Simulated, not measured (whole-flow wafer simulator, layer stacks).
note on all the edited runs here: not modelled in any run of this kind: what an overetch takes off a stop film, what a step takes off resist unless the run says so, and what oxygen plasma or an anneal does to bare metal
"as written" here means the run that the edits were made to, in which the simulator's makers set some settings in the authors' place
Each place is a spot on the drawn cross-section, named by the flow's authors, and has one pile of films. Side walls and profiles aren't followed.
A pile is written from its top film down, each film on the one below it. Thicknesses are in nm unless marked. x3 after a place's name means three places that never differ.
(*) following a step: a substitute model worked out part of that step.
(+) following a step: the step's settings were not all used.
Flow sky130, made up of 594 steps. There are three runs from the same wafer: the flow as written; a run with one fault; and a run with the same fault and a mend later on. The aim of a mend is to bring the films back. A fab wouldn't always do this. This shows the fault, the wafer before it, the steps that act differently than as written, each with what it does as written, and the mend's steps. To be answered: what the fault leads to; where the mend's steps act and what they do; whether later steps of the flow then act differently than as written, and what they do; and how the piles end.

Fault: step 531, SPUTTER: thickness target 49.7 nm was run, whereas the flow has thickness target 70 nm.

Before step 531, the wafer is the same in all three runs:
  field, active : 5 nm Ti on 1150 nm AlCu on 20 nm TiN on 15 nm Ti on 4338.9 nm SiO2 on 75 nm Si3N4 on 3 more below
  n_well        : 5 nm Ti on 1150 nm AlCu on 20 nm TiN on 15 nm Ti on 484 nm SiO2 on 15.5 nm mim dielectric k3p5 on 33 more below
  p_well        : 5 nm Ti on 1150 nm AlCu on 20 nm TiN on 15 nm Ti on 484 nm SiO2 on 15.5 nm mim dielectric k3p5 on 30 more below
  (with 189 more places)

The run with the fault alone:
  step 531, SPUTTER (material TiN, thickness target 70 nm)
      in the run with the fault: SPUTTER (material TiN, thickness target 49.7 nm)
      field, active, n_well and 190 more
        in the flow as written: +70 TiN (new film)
        in the run with the fault: +49.7 TiN (new film)
  Steps later in the flow that act otherwise than as written (not shown: 18 more steps that differ only slightly, by at most 2% or 0.5 nm, whichever is larger):
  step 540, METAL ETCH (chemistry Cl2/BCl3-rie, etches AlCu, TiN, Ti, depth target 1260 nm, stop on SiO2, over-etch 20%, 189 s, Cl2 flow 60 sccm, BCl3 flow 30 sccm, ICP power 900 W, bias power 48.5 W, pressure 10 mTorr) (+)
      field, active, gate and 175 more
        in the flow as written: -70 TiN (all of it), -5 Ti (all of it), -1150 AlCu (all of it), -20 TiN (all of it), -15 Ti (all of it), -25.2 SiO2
        in the run with the fault: -49.7 TiN (all of it), -5 Ti (all of it), -1150 AlCu (all of it), -20 TiN (all of it), -15 Ti (all of it), -27.2 SiO2
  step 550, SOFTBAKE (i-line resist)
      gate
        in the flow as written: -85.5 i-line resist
        in the run with the fault: -83.5 i-line resist
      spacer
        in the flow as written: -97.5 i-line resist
        in the run with the fault: -95.2 i-line resist
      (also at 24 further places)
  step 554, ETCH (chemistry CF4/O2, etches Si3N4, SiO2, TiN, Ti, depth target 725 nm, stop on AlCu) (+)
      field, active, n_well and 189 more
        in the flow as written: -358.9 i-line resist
        in the run with the fault: -338.6 i-line resist
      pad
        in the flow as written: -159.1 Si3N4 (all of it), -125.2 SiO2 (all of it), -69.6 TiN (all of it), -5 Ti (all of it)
        in the run with the fault: -159.1 Si3N4 (all of it), -125.2 SiO2 (all of it), -49.3 TiN (all of it), -5 Ti (all of it)
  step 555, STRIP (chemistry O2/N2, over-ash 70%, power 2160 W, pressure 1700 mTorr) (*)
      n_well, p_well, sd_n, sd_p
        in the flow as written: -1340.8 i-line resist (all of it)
        in the run with the fault: -1379 i-line resist (all of it)
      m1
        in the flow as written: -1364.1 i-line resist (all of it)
        in the run with the fault: -1401.9 i-line resist (all of it)
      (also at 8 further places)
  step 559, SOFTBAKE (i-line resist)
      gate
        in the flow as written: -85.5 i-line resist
        in the run with the fault: -83.5 i-line resist
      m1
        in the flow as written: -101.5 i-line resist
        in the run with the fault: -99.1 i-line resist
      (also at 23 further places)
  The piles end different from the flow's at n_well, p_well, sd_n and 11 more by more than 2% or 0.5 nm, whichever is larger.
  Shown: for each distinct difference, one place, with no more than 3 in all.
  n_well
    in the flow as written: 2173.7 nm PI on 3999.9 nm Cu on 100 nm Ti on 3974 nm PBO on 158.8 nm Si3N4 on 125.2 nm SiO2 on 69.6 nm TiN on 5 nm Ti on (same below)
    in the run with the fault: 2176.1 nm PI on 3999.9 nm Cu on 100 nm Ti on 3988.6 nm PBO on 158.8 nm Si3N4 on 125.2 nm SiO2 on 49.3 nm TiN on 5 nm Ti on (same below)
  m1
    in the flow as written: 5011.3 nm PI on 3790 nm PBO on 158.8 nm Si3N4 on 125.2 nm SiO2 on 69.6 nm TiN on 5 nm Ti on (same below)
    in the run with the fault: 5012.3 nm PI on 3806.8 nm PBO on 158.8 nm Si3N4 on 125.2 nm SiO2 on 49.3 nm TiN on 5 nm Ti on (same below)
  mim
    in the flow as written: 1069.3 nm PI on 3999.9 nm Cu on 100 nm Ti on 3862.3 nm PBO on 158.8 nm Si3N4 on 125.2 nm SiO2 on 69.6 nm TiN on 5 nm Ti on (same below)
    in the run with the fault: 1071.1 nm PI on 3999.9 nm Cu on 100 nm Ti on 3877.9 nm PBO on 158.8 nm Si3N4 on 125.2 nm SiO2 on 49.3 nm TiN on 5 nm Ti on (same below)

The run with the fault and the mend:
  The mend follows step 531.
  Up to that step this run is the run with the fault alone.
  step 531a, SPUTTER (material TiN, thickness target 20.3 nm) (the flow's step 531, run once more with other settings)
      field, active, n_well and 190 more
        +20.3 TiN
  Every later step of the flow that is run acts as written at every place that is followed.
  At every place that both follow, the piles at the end match the flow's.
